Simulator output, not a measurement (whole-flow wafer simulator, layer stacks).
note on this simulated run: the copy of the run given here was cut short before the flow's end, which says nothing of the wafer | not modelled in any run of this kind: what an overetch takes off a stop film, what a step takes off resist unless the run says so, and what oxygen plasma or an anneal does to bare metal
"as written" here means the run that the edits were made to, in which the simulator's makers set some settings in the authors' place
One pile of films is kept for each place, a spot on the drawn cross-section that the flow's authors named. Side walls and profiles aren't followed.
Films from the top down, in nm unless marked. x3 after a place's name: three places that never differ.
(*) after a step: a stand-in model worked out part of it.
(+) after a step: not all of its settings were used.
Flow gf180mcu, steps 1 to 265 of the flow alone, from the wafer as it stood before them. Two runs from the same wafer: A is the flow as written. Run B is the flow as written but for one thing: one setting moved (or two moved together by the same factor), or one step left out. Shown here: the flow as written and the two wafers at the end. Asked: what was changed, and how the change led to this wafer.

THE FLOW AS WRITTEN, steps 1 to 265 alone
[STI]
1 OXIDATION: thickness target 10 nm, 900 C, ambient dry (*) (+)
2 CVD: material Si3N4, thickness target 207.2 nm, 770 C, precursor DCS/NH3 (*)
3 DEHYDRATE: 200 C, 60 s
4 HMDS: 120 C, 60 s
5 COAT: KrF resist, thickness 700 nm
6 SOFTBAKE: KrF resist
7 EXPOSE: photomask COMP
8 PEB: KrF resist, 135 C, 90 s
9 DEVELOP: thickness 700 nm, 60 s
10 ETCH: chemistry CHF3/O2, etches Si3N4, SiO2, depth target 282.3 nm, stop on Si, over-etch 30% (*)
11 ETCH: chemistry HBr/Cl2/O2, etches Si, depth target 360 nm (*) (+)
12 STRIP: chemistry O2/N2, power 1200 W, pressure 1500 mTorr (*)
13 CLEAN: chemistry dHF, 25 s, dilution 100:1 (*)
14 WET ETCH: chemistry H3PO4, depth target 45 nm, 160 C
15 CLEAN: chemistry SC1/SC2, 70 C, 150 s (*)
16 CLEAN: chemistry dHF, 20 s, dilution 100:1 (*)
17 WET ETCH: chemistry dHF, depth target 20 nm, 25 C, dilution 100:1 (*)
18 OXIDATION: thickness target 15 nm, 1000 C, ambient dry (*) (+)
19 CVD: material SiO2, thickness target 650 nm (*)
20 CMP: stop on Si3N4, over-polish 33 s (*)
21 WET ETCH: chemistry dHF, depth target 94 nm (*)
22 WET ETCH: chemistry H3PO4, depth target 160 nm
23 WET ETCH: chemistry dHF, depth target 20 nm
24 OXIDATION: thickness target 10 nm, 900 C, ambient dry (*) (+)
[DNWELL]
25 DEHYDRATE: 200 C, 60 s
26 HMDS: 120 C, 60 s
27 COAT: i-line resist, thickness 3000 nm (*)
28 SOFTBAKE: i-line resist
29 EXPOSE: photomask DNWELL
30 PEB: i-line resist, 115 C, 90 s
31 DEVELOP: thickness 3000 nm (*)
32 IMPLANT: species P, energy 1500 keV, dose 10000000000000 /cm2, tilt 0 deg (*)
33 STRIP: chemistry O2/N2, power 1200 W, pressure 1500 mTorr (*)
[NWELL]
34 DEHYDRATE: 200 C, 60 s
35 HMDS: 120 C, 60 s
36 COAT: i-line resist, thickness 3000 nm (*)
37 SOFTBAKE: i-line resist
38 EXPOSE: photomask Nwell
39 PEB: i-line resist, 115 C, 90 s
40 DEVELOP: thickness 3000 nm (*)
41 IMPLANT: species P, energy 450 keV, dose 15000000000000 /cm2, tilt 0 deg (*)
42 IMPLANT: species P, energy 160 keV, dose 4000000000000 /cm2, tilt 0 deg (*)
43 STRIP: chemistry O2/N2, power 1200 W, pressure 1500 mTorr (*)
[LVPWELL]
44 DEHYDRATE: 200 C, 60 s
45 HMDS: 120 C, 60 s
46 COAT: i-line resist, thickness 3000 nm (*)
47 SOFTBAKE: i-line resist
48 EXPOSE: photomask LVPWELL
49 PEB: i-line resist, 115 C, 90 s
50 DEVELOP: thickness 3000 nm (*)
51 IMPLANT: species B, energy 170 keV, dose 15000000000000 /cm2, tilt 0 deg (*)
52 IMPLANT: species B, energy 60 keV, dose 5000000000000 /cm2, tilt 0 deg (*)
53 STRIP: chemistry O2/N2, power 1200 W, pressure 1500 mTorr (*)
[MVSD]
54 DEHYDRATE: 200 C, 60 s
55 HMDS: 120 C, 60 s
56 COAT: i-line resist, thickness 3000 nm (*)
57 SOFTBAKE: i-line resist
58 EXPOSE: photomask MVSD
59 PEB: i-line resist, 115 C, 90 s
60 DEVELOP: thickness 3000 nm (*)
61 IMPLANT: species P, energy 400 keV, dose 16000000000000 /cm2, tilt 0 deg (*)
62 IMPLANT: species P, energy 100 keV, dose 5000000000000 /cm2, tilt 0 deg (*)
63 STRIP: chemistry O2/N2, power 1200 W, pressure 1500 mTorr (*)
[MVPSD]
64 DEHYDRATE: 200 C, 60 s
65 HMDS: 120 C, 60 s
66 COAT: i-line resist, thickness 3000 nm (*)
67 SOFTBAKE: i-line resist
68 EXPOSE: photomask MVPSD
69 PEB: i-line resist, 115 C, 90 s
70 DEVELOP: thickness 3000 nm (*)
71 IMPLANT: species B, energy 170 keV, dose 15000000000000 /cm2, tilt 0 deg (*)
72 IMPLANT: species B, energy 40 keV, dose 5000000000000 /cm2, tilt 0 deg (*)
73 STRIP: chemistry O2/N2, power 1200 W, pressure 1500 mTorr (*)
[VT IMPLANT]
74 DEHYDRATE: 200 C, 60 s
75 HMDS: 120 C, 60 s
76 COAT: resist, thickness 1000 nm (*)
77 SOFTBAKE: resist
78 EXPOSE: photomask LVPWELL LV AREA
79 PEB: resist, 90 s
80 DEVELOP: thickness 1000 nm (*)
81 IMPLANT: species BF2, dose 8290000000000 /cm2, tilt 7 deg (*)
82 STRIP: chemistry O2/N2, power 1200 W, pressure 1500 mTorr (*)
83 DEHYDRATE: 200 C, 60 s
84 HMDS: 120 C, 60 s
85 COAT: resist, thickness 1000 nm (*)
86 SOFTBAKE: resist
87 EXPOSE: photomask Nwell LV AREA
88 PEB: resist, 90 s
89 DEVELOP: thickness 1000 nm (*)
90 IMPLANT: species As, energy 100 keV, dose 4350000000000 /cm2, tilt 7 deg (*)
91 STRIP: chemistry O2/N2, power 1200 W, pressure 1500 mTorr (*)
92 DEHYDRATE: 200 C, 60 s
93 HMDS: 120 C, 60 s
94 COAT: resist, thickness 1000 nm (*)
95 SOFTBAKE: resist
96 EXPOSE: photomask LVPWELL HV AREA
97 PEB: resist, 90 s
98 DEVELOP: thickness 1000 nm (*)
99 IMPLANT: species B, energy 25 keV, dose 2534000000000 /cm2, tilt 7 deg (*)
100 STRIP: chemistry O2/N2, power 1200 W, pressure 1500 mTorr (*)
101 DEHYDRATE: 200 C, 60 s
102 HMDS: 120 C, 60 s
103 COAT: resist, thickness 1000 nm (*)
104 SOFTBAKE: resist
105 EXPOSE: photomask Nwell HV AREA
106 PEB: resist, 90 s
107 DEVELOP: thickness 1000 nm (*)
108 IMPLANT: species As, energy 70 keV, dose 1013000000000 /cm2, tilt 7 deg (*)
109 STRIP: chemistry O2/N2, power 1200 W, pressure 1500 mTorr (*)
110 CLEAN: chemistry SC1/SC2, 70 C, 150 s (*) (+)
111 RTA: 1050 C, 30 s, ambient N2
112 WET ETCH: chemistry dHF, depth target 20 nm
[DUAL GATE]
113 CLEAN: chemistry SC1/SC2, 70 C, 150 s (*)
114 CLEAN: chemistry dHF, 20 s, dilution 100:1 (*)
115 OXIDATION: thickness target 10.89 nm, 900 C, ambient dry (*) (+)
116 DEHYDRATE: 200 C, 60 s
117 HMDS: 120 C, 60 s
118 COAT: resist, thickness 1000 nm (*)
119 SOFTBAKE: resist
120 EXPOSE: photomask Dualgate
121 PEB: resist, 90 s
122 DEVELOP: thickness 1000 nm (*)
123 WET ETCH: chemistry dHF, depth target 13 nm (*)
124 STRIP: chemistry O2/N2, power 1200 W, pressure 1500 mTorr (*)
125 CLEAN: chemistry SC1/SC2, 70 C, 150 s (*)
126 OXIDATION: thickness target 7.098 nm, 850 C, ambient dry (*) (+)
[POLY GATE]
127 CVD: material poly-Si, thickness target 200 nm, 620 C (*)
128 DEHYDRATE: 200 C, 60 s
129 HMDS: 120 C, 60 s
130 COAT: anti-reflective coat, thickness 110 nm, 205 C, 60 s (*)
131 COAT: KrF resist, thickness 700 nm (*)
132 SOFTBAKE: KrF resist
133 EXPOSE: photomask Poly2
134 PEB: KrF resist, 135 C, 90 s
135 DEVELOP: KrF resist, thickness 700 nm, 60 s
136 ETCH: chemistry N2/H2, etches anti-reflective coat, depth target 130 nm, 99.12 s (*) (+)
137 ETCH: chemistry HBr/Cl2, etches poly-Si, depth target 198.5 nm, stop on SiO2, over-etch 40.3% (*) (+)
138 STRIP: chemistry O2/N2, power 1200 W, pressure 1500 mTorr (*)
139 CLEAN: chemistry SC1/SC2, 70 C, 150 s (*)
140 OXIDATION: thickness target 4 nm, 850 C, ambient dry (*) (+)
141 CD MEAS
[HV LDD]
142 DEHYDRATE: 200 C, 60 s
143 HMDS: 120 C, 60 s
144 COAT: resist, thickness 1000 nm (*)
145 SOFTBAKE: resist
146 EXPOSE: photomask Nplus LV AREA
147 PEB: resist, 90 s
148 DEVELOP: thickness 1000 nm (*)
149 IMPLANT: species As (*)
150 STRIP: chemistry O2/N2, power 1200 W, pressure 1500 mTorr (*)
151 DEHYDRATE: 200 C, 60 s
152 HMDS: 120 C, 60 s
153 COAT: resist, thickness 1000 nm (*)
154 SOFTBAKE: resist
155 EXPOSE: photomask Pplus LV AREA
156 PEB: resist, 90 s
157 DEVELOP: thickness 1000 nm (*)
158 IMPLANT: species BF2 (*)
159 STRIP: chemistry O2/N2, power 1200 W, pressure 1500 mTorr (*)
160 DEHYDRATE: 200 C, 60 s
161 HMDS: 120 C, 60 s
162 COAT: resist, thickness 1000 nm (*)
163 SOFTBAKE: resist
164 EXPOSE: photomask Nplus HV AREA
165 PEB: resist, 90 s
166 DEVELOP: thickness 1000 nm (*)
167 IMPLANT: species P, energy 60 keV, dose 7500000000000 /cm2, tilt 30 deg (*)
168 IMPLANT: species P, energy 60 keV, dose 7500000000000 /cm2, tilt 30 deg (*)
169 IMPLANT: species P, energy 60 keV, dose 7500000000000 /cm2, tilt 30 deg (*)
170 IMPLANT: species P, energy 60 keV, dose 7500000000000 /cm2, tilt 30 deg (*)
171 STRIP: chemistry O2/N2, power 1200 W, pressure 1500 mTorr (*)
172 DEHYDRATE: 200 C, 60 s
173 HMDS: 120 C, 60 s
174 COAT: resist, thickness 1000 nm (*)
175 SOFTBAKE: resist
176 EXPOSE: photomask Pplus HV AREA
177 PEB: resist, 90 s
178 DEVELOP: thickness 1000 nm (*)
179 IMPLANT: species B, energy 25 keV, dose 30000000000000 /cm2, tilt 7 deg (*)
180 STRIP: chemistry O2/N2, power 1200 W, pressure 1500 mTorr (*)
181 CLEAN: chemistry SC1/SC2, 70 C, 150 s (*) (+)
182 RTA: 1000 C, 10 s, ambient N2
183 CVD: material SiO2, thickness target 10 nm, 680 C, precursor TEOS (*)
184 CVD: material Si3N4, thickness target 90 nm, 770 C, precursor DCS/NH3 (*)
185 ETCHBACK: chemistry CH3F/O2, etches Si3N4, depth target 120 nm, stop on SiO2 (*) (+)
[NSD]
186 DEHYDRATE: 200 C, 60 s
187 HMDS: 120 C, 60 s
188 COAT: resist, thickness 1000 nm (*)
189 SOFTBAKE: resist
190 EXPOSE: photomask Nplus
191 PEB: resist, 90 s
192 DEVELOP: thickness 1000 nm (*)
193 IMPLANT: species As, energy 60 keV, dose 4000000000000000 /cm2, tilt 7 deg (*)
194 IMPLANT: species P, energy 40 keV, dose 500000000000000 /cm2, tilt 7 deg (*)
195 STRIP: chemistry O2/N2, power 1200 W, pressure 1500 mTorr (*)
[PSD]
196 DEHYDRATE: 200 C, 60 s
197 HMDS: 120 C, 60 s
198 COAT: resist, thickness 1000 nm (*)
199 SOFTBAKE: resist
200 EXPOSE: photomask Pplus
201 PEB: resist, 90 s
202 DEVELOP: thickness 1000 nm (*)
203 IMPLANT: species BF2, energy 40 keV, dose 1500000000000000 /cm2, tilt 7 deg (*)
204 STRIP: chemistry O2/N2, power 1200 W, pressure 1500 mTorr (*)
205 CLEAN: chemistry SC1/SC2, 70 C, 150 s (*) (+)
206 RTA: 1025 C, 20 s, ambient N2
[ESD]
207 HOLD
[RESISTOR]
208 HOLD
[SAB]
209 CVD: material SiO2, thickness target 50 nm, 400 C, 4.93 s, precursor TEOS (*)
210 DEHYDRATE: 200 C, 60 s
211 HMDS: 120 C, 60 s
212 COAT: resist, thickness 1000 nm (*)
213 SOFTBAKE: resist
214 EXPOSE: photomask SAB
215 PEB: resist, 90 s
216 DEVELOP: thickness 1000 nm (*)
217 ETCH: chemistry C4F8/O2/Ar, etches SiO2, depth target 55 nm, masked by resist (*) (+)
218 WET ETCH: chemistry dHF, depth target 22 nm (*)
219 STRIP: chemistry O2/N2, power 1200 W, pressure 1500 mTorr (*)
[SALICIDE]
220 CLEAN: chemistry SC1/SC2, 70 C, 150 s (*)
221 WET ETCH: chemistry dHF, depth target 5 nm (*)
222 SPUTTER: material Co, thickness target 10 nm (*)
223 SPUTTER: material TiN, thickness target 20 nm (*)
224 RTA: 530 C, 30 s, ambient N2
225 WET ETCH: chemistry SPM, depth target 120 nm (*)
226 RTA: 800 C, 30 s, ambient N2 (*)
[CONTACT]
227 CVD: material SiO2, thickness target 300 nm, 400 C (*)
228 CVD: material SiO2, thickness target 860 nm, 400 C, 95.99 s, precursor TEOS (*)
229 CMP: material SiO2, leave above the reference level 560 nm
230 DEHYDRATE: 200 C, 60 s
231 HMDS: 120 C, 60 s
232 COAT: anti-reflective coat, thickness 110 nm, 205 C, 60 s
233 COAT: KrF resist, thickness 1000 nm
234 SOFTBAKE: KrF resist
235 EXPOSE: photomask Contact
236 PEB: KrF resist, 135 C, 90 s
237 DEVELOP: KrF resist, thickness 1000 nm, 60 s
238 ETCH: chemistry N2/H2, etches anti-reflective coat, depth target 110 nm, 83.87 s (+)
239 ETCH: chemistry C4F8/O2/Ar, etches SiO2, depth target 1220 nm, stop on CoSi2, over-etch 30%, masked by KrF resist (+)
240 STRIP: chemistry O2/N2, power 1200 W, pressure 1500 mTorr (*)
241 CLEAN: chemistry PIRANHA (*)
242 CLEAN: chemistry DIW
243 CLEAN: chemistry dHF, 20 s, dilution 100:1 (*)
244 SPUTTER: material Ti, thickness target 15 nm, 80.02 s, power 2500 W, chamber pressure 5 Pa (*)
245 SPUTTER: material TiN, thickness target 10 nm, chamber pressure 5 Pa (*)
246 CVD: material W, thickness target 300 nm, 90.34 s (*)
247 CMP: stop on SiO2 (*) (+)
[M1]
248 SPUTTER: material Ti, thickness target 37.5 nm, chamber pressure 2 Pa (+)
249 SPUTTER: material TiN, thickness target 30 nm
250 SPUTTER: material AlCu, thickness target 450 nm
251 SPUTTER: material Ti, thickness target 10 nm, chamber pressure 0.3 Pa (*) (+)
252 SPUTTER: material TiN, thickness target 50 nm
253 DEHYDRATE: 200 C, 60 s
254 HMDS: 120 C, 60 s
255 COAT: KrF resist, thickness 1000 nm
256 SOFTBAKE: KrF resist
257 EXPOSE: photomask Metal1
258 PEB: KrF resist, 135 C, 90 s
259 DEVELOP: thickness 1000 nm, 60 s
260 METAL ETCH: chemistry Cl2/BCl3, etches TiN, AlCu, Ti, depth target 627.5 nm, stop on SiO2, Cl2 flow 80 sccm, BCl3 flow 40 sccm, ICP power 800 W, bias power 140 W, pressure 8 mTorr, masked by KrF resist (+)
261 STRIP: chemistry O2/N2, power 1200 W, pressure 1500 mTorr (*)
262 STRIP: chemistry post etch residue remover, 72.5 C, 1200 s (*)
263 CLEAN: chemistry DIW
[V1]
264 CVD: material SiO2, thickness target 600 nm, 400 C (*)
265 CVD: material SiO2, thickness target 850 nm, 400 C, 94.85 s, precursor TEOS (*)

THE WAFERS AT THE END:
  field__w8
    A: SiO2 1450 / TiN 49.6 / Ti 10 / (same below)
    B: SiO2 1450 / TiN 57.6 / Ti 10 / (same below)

The cause: step 252, SPUTTER: thickness target 58 nm was run, where the flow has thickness target 50 nm.

How the change led to this, step by step:
  252 SPUTTER: material TiN, thickness target 50 nm
      field, field__w1, field__w2 and 108 more: A TiN +50 (new film) | B TiN +58 (new film)
  260 METAL ETCH: chemistry Cl2/BCl3, etches TiN, AlCu, Ti, depth target 627.5 nm, stop on SiO2, Cl2 flow 80 sccm, BCl3 flow 40 sccm, ICP power 800 W, bias power 140 W, pressure 8 mTorr, masked by KrF resist (+)
      field, field__w1, field__w2 and 99 more: A TiN -50 (all of it), Ti -10 (all of it), AlCu -450 (all of it), TiN -30 (all of it), Ti -37.5 (all of it) | B TiN -58 (all of it), Ti -10 (all of it), AlCu -450 (all of it), TiN -30 (all of it), Ti -37.5 (all of it)
